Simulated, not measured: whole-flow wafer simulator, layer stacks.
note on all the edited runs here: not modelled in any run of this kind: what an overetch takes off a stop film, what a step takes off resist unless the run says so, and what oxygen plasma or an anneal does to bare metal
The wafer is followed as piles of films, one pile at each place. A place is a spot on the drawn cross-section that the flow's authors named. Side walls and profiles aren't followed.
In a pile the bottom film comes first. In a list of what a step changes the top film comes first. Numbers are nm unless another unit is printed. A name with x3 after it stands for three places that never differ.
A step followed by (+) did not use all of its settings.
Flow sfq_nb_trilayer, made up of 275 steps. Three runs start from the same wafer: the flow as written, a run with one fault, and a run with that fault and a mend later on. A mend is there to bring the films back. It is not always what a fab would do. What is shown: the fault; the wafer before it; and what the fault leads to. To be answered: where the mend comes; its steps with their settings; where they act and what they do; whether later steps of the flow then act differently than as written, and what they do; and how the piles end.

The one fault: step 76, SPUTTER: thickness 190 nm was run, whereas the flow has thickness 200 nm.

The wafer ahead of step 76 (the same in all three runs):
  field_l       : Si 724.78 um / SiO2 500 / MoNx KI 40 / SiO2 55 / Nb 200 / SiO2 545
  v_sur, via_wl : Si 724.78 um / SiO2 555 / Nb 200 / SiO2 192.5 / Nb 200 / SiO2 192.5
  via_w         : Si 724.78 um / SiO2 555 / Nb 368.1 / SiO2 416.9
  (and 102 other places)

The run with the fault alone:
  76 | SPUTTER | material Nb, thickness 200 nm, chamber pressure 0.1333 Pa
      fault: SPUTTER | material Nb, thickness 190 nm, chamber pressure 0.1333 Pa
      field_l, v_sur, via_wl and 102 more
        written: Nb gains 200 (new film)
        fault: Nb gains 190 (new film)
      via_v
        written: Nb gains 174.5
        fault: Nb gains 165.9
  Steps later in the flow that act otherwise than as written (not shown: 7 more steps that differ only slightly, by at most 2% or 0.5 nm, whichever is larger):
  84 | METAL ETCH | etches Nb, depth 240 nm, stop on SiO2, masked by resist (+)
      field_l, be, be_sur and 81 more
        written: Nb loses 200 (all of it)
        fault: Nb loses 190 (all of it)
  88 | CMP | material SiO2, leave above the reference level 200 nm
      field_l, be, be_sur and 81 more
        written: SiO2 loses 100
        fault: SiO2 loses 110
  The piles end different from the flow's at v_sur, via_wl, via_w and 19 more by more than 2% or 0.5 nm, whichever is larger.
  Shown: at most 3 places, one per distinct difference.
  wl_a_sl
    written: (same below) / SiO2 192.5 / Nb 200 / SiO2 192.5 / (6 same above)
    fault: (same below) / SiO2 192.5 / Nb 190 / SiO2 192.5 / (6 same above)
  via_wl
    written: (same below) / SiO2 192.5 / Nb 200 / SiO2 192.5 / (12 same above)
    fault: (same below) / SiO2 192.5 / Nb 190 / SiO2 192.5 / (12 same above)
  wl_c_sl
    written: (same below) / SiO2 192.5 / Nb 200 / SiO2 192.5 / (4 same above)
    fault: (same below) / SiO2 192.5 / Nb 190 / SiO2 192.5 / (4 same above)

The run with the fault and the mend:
  The mend follows step 76.
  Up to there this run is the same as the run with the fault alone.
  76a | SPUTTER | material Nb, thickness 10 nm, chamber pressure 0.1333 Pa (the flow's step 76, run once more with other settings)
      field_l, v_sur, via_wl and 102 more
        Nb gains 10
      via_v
        Nb gains 7.56
  Later steps of the flow that are run all act as written at every place that is followed, up to a difference of at most 2% or 0.5 nm, whichever is larger.
  When the end is reached, the piles differ only a little from the flow's at the places that both follow, at most by 2% or 0.5 nm, whichever is larger.
